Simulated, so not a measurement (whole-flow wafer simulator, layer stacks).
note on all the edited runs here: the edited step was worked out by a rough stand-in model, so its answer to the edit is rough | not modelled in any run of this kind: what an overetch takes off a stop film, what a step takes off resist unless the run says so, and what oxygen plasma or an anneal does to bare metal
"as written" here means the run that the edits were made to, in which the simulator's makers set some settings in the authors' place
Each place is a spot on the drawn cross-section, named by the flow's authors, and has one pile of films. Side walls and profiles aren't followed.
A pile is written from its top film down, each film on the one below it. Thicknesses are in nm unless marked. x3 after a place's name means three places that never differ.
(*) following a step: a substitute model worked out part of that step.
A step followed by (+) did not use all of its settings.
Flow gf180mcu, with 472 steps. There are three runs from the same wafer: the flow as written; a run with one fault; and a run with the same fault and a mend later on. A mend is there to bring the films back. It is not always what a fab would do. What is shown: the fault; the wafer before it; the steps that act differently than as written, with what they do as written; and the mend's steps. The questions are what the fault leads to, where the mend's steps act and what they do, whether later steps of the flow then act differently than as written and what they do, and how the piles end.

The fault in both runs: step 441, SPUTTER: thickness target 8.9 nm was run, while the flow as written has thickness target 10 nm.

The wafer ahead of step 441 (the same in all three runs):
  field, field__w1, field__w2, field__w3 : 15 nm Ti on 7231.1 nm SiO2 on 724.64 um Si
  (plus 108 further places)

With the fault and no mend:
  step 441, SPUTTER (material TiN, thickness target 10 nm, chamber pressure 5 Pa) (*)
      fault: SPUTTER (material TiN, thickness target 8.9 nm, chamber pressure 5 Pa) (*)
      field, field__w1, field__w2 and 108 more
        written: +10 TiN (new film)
        fault: +8.9 TiN (new film)
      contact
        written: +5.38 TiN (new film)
        fault: +4.79 TiN (new film)
  Steps further on in the flow that do not act as written (1 more step, not shown, differs only slightly: by at most 2% or 0.5 nm, whichever is larger):
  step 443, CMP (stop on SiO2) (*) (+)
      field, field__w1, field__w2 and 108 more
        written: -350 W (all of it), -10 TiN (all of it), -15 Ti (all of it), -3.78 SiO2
        fault: -350 W (all of it), -8.9 TiN (all of it), -15 Ti (all of it), -3.77 SiO2
  The piles end different from the flow's at contact by more than 2% or 0.5 nm, whichever is larger.
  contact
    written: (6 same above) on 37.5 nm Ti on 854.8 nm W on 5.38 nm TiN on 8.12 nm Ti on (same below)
    fault: (6 same above) on 37.5 nm Ti on 855.4 nm W on 4.79 nm TiN on 8.12 nm Ti on (same below)

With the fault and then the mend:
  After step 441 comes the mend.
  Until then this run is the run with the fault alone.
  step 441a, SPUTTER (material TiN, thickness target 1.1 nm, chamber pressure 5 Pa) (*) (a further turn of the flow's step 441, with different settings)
      field, field__w1, field__w2 and 108 more
        +1.1 TiN
      contact
        +0.59 TiN
  Later steps of the flow that are run all act as written at every place that is followed.
  By the end, the piles equal the flow's at every place that both follow.
